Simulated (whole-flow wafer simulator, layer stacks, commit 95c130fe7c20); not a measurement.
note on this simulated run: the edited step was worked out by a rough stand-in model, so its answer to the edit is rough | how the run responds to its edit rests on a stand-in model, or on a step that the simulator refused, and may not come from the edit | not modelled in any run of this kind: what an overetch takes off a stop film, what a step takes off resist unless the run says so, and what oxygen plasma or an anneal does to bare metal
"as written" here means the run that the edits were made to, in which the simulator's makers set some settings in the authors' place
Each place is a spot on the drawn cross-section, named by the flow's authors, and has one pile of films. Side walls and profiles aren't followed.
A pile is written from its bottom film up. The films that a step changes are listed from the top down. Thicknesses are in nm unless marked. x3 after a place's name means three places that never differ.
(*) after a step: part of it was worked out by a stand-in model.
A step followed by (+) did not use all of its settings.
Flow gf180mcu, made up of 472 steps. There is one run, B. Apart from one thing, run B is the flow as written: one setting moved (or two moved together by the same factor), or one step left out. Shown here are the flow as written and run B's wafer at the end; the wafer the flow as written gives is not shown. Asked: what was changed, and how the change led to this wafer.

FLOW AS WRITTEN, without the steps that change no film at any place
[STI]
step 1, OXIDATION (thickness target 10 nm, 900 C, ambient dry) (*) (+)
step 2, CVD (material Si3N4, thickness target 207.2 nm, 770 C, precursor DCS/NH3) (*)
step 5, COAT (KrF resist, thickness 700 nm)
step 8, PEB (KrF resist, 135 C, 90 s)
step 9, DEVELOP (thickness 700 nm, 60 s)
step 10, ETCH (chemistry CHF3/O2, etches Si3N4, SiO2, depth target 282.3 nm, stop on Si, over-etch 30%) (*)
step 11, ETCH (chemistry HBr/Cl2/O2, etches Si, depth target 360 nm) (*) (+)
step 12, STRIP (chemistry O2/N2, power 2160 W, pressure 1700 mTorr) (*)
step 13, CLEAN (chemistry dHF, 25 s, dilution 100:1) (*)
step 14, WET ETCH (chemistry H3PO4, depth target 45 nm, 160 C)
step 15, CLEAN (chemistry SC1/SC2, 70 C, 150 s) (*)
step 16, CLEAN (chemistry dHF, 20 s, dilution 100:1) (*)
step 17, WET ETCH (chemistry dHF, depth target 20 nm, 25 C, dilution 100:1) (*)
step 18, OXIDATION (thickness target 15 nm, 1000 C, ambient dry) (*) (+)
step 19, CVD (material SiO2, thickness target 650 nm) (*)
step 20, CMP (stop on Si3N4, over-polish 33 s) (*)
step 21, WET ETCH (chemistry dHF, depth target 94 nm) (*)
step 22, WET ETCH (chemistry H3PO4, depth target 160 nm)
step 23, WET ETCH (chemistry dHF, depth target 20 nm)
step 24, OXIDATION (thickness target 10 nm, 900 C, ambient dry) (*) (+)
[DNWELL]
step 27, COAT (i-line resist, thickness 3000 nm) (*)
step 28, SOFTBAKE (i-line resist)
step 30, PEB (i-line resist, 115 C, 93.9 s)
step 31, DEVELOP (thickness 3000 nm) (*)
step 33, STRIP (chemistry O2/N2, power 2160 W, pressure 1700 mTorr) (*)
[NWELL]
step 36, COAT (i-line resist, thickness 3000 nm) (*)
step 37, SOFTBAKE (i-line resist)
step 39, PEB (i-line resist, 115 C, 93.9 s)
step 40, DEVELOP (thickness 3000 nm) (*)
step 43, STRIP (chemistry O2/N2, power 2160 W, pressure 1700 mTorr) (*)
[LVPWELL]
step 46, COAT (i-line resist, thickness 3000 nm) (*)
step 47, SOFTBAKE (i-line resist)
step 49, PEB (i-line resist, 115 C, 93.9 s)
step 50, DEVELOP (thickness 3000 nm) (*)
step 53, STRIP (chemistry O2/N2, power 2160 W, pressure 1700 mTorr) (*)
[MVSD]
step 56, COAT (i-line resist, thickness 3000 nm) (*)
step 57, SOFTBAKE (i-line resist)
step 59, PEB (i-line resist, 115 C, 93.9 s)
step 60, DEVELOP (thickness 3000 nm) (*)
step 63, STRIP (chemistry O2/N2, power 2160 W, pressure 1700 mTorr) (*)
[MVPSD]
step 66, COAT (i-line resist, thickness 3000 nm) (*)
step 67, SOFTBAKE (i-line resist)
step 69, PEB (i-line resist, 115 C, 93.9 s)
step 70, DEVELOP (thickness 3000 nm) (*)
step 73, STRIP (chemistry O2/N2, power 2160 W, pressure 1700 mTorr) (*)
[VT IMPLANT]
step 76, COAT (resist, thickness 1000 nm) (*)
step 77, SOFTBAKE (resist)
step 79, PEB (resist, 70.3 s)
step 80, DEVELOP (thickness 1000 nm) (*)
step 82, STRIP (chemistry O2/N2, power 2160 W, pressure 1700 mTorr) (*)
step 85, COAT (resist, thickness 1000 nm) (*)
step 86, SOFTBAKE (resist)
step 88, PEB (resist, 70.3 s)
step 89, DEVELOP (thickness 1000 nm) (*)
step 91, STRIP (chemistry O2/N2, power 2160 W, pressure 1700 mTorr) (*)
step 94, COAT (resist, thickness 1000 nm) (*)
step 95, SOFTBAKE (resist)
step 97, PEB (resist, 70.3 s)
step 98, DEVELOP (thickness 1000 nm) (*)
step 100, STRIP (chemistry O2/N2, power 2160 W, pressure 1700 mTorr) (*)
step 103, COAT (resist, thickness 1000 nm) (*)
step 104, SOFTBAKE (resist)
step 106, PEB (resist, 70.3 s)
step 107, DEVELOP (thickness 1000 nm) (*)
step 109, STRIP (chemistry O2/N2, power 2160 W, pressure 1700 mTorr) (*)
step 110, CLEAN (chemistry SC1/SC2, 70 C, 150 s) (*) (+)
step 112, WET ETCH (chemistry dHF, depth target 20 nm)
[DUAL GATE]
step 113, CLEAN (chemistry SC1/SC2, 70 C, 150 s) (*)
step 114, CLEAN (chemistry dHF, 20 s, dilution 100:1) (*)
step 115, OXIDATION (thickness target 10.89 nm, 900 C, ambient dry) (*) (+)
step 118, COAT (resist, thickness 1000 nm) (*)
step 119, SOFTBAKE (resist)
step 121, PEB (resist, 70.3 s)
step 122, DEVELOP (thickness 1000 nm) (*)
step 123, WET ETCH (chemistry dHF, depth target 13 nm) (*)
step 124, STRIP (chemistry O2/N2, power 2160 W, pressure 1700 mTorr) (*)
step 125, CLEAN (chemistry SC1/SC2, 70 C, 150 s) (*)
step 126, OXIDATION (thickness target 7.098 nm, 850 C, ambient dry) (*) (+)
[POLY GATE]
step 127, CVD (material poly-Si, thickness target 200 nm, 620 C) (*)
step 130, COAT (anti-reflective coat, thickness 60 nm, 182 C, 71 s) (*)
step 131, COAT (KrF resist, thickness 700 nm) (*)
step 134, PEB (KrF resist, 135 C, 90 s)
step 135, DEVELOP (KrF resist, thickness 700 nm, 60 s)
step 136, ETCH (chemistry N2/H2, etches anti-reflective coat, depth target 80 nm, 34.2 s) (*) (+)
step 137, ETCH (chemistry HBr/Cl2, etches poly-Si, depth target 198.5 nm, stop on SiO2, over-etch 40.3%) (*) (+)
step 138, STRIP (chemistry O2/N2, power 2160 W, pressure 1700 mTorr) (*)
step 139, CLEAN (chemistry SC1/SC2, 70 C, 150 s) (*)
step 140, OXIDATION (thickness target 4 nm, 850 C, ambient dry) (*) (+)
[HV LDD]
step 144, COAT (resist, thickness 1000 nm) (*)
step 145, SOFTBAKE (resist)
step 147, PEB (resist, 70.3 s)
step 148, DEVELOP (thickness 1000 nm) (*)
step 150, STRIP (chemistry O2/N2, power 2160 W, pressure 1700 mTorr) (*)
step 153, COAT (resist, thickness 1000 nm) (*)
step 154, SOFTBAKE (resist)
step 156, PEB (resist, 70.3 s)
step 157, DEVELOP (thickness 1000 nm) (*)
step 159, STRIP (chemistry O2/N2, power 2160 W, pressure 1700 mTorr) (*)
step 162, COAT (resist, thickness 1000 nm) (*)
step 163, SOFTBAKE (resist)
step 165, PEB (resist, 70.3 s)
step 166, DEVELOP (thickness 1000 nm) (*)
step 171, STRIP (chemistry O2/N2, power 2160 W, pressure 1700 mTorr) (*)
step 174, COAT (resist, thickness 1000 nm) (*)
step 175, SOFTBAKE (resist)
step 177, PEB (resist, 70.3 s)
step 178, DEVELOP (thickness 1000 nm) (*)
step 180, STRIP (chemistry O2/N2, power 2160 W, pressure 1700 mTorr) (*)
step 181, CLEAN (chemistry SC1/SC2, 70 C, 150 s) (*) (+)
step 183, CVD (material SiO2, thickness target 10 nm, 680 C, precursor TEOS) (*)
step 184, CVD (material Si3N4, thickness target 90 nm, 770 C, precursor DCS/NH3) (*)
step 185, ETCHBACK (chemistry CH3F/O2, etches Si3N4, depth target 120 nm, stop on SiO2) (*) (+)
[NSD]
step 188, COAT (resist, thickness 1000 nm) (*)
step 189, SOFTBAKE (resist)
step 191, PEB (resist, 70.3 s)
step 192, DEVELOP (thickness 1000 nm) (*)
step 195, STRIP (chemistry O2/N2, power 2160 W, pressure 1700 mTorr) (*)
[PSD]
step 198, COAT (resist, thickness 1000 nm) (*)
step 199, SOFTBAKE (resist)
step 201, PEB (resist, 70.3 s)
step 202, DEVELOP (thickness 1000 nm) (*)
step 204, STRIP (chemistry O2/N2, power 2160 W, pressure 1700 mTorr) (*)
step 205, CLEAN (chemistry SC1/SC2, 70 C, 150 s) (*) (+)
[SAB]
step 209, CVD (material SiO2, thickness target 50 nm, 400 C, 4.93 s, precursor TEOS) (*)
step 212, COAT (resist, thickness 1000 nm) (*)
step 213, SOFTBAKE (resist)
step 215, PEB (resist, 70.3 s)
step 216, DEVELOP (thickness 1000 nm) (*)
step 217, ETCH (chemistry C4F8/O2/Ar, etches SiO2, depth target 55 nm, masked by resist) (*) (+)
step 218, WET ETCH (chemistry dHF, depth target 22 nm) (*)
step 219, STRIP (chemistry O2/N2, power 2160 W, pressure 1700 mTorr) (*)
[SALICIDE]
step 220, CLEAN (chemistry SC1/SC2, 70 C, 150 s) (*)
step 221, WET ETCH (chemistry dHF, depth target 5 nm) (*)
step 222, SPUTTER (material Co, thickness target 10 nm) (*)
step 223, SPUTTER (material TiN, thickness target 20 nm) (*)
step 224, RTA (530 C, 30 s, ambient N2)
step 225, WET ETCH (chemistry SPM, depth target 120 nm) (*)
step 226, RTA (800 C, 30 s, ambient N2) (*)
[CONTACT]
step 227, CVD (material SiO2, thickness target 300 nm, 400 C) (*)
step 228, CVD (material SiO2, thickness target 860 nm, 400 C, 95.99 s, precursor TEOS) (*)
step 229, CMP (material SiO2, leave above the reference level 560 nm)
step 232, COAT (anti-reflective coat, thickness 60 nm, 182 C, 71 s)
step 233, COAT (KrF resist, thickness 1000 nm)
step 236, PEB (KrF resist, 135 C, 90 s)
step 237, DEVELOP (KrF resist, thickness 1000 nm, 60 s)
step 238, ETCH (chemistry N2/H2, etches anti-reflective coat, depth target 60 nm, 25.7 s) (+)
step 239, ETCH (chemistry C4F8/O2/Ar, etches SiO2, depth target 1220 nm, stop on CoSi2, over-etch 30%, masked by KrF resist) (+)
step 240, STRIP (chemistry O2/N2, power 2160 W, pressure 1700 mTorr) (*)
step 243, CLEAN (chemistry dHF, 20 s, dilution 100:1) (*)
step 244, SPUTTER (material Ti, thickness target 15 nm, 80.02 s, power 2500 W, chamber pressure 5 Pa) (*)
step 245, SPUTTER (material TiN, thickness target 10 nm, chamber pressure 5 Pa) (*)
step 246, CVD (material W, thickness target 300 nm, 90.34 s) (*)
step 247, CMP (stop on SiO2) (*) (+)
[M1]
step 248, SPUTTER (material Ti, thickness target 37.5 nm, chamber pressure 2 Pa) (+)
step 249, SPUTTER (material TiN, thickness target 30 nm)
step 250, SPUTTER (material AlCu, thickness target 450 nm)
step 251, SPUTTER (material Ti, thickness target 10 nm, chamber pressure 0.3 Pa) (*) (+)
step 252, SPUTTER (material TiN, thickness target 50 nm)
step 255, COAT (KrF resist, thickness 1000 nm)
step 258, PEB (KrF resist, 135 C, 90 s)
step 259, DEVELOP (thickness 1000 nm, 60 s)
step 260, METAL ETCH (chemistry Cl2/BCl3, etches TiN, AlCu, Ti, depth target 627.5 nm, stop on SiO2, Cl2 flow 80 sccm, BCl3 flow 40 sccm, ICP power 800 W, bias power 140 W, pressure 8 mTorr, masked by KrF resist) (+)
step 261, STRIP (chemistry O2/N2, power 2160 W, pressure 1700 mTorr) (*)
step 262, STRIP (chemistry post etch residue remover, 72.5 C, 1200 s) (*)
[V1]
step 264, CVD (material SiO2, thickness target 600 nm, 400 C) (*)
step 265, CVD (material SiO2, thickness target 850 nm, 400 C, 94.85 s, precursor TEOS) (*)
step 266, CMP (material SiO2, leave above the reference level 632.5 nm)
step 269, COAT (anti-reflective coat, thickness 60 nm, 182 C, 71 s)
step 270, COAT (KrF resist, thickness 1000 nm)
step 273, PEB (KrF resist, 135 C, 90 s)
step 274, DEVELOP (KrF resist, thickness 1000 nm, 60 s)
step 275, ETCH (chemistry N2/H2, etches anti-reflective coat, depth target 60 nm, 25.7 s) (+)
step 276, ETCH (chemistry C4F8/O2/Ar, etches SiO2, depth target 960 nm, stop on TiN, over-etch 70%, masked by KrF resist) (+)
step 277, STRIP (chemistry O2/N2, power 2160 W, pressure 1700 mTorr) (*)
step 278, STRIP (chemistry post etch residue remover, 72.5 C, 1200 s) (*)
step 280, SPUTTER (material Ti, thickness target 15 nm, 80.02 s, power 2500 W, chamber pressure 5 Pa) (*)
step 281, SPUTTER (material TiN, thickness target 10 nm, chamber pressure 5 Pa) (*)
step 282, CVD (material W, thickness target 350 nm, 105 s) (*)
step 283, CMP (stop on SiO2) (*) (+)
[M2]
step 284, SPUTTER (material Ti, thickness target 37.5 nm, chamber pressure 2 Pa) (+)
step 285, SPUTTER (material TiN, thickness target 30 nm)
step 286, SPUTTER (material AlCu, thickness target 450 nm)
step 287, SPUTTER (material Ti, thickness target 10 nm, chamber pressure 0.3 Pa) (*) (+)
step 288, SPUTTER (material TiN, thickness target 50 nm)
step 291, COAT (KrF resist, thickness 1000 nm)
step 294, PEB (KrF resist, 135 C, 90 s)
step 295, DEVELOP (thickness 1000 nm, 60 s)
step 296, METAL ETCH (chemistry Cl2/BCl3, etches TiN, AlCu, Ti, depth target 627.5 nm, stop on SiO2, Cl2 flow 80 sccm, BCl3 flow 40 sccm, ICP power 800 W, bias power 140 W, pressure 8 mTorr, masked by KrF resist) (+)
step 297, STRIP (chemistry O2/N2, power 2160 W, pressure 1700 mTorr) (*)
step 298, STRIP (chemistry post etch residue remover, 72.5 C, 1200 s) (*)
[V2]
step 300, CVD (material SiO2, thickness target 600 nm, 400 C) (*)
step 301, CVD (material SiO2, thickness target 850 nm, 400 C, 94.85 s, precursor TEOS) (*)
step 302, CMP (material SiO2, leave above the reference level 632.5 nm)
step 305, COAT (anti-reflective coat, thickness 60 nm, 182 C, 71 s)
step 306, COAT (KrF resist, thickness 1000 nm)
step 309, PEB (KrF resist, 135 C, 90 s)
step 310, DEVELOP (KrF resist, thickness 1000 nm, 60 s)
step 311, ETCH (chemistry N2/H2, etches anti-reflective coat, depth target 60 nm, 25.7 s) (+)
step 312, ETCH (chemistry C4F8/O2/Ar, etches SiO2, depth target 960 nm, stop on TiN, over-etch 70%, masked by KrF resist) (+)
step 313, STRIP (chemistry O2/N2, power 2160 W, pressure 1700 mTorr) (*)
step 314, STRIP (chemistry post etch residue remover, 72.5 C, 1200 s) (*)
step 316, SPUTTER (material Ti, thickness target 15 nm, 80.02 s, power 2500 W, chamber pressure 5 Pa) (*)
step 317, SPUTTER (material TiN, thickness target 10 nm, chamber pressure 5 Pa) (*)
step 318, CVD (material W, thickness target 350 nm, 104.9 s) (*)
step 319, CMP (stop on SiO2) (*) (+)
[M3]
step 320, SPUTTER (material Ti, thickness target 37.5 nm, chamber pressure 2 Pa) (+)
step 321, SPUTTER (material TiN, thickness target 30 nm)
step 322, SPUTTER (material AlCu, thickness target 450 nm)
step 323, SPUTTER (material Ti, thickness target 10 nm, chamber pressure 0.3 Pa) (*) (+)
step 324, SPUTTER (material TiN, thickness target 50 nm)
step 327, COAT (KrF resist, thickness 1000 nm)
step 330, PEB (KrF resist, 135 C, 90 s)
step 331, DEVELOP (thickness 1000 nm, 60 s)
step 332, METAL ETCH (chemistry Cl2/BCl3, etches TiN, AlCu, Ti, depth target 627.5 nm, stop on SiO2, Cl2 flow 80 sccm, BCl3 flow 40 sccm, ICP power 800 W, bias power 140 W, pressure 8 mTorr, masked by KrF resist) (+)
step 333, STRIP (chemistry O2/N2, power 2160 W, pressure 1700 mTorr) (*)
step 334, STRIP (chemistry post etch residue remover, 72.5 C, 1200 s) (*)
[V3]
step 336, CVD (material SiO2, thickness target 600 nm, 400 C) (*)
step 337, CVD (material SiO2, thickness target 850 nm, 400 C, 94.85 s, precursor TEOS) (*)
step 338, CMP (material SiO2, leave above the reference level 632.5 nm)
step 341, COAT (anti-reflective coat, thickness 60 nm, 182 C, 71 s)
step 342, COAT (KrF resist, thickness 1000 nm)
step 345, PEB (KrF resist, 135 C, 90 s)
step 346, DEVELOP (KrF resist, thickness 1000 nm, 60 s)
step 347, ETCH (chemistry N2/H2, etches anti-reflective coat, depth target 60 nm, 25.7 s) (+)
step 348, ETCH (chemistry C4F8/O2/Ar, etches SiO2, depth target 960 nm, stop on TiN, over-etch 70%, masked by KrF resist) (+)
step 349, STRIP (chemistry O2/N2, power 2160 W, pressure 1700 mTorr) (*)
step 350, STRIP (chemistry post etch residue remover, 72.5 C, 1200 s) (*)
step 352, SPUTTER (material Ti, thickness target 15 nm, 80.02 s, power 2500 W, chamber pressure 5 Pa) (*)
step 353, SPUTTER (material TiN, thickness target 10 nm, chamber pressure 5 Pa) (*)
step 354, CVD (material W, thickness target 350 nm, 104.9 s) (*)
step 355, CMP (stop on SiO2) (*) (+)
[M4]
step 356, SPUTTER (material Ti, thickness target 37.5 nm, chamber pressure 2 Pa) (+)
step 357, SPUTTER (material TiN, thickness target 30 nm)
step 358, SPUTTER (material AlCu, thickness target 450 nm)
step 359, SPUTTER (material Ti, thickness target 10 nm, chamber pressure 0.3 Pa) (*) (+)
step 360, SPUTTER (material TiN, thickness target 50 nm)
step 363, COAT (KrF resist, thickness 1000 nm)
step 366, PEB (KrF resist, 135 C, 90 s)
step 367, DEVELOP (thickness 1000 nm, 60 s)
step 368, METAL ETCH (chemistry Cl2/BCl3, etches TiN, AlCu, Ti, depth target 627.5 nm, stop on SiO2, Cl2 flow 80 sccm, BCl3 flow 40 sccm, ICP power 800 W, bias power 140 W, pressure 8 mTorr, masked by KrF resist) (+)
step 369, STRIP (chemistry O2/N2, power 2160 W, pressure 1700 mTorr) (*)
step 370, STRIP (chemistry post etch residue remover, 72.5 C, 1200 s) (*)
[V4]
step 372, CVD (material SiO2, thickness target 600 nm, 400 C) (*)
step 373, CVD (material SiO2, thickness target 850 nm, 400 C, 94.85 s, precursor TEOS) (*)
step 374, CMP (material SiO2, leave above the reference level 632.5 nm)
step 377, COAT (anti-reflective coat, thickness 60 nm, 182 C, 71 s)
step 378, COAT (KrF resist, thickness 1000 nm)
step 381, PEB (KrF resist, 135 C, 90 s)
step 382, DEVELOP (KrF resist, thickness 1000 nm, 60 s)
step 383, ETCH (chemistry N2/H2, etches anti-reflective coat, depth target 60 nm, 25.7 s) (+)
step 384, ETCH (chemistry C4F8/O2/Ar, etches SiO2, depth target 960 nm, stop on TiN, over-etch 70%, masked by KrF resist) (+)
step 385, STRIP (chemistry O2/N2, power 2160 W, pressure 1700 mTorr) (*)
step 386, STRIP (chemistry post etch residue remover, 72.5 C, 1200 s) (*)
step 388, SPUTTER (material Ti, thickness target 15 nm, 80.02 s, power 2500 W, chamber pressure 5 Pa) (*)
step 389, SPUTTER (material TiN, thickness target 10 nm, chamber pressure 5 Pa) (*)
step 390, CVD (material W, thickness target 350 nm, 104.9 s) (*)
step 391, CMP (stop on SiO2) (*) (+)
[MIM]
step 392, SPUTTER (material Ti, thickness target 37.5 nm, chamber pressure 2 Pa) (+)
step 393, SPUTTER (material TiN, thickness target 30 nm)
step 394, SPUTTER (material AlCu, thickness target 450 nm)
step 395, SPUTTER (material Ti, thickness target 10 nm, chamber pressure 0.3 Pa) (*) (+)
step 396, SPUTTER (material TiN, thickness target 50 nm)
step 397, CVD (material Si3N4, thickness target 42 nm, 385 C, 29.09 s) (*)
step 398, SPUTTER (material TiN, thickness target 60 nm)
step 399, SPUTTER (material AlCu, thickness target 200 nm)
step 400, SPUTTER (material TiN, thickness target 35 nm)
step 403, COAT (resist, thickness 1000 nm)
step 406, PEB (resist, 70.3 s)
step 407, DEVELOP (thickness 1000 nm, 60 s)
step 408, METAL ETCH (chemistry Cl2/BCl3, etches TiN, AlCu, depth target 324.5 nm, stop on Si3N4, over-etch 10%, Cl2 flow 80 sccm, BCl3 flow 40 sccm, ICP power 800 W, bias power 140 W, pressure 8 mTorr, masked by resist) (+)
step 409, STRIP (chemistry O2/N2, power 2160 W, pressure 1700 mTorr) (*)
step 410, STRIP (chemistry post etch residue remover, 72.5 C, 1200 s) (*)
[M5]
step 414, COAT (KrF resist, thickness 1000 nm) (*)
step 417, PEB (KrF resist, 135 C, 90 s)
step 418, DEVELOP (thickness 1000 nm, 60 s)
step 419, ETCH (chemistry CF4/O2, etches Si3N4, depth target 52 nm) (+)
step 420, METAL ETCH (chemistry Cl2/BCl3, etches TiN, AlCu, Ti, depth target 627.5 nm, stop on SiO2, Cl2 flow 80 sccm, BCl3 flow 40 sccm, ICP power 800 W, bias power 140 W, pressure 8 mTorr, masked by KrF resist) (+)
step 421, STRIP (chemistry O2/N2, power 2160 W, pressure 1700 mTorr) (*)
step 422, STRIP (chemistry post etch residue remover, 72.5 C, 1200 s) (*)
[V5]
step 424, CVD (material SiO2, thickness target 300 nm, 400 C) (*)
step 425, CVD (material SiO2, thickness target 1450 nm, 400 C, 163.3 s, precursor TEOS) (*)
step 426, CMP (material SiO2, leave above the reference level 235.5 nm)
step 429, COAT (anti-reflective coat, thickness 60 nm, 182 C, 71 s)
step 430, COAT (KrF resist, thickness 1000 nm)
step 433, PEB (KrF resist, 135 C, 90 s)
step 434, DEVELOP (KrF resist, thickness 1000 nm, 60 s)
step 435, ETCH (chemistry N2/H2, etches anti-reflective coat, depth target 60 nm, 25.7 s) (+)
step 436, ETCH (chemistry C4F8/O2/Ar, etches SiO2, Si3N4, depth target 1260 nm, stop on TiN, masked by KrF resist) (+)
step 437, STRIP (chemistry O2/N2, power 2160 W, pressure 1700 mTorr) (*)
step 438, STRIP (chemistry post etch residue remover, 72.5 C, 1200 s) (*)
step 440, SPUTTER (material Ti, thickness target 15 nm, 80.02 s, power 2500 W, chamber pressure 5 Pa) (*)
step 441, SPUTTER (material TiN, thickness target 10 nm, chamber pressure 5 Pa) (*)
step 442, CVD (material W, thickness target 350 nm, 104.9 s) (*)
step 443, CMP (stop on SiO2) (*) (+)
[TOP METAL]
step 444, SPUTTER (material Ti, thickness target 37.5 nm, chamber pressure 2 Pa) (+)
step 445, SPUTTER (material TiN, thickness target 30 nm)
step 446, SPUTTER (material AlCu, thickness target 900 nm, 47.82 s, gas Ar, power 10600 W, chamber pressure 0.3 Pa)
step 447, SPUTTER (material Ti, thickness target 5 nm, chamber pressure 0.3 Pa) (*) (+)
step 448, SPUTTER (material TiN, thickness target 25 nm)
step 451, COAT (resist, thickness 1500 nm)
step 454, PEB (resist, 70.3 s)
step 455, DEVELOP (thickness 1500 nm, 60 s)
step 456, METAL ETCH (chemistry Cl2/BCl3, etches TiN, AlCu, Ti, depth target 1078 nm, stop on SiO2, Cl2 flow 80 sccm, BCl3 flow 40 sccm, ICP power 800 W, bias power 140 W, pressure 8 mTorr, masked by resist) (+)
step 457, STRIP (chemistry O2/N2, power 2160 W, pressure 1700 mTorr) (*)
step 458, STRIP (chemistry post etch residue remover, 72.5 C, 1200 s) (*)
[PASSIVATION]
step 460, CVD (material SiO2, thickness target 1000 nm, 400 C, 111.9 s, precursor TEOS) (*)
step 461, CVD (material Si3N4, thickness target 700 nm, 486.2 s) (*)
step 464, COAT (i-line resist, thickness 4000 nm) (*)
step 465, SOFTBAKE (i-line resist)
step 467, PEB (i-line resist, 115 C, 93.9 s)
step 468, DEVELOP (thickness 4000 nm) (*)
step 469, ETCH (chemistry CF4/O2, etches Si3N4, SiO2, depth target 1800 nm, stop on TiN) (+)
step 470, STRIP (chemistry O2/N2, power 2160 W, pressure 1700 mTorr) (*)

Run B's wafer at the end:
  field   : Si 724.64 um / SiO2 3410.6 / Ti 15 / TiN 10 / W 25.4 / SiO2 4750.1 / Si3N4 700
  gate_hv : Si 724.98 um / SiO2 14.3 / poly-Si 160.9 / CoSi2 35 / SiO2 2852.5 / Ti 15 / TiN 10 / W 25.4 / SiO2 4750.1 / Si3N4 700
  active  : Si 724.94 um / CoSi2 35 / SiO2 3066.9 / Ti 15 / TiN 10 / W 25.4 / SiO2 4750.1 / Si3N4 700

What caused this: step 301, CVD: thickness target 459 nm was run, while the flow as written has thickness target 850 nm; step 301, CVD: 51.22 s was run, where the flow has 94.85 s.

The path from the change to this, step by step:
  step 301, CVD (material SiO2, thickness target 850 nm, 400 C, 94.85 s, precursor TEOS) (*)
      field, field__w1, field__w2 and 108 more: SiO2 gains 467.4 (as written it would have been: SiO2 gains 850)
  step 302, CMP (material SiO2, leave above the reference level 632.5 nm)
      field, field__w1, field__w2 and 103 more: nothing (as written it would have been: SiO2 loses 300)
      field__w8, contact, m1, m1__w1, m1_nw: SiO2 loses 494.5 (as written it would have been: SiO2 loses 877.1)
  step 305, COAT (anti-reflective coat, thickness 60 nm, 182 C, 71 s)
      field: anti-reflective coat gains 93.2 (new film) (as written it would have been: anti-reflective coat gains 60 (new film))
      field__w1: anti-reflective coat gains 80.7 (new film) (as written it would have been: anti-reflective coat gains 60 (new film))
      (also at 18 further places)
  step 306, COAT (KrF resist, thickness 1000 nm)
      contact: KrF resist gains 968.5 (new film) (as written it would have been: KrF resist gains 1000 (new film))
      m1: KrF resist gains 963.3 (new film) (as written it would have been: KrF resist gains 1000 (new film))
      (also at 5 further places)
  step 310, DEVELOP (KrF resist, thickness 1000 nm, 60 s)
      contact: KrF resist loses 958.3 (all of it) (as written it would have been: KrF resist loses 989.5 (all of it))
  step 311, ETCH (chemistry N2/H2, etches anti-reflective coat, depth target 60 nm, 25.7 s) (+)
      contact: anti-reflective coat loses 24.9 (all of it), SiO2 loses 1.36 (as written it would have been: anti-reflective coat loses 60 (all of it), SiO2 loses 0.46)
  step 313, STRIP (chemistry O2/N2, power 2160 W, pressure 1700 mTorr) (*)
      field: KrF resist loses 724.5 (all of it), anti-reflective coat loses 93.2 (all of it) (as written it would have been: KrF resist loses 739.2 (all of it), anti-reflective coat loses 60 (all of it))
      field__w1: KrF resist loses 723.1 (all of it), anti-reflective coat loses 80.7 (all of it) (as written it would have been: KrF resist loses 739.2 (all of it), anti-reflective coat loses 60 (all of it))
      (also at 17 further places)
  step 318, CVD (material W, thickness target 350 nm, 104.9 s) (*)
      contact: W gains 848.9 (new film) (as written it would have been: W gains 932.3 (new film))
  step 319, CMP (stop on SiO2) (*) (+)
      field, field__w1, field__w2 and 103 more: W loses 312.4 (as written it would have been: W loses 350 (all of it), TiN loses 10 (all of it), Ti loses 15 (all of it), SiO2 loses 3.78)
      field__w8, m1, m1__w1, m1_nw: W loses 350 (all of it), TiN loses 10 (all of it), Ti loses 15 (all of it), SiO2 loses 20 (as written it would have been: W loses 350 (all of it), TiN loses 10 (all of it), Ti loses 15 (all of it), SiO2 loses 3.78)
      (also at 1 further place)
  step 332, METAL ETCH (chemistry Cl2/BCl3, etches TiN, AlCu, Ti, depth target 627.5 nm, stop on SiO2, Cl2 flow 80 sccm, BCl3 flow 40 sccm, ICP power 800 W, bias power 140 W, pressure 8 mTorr, masked by KrF resist) (+)
      field, field__w1, field__w2 and 103 more: TiN loses 50 (all of it), Ti loses 10 (all of it), AlCu loses 450 (all of it), TiN loses 30 (all of it), Ti loses 37.5 (all of it), W loses 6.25 (as written it would have been: TiN loses 50 (all of it), Ti loses 10 (all of it), AlCu loses 450 (all of it), TiN loses 30 (all of it), Ti loses 37.5 (all of it))
  step 334, STRIP (chemistry post etch residue remover, 72.5 C, 1200 s) (*)
      field, field__w1, field__w2 and 103 more: W loses 6.01 (as written it would have been: nothing)
  step 336, CVD (material SiO2, thickness target 600 nm, 400 C) (*)
      field, field__w1, field__w2 and 103 more: SiO2 gains 600 (new film) (as written it would have been: SiO2 gains 600)
  step 338, CMP (material SiO2, leave above the reference level 632.5 nm)
      field, field__w1, field__w2 and 103 more: SiO2 loses 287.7 (as written it would have been: SiO2 loses 300)
If metal films that touch count as one body, field has 1 body; the flow as written gives 0 bodies.
If metal films that touch count as one body, gate_hv has 2 bodies (between them, from the top down: SiO2 2852.5); the flow as written gives 1 body.
If metal films that touch count as one body, active has 2 bodies (between them, from the top down: SiO2 3066.9); the flow as written gives 1 body.
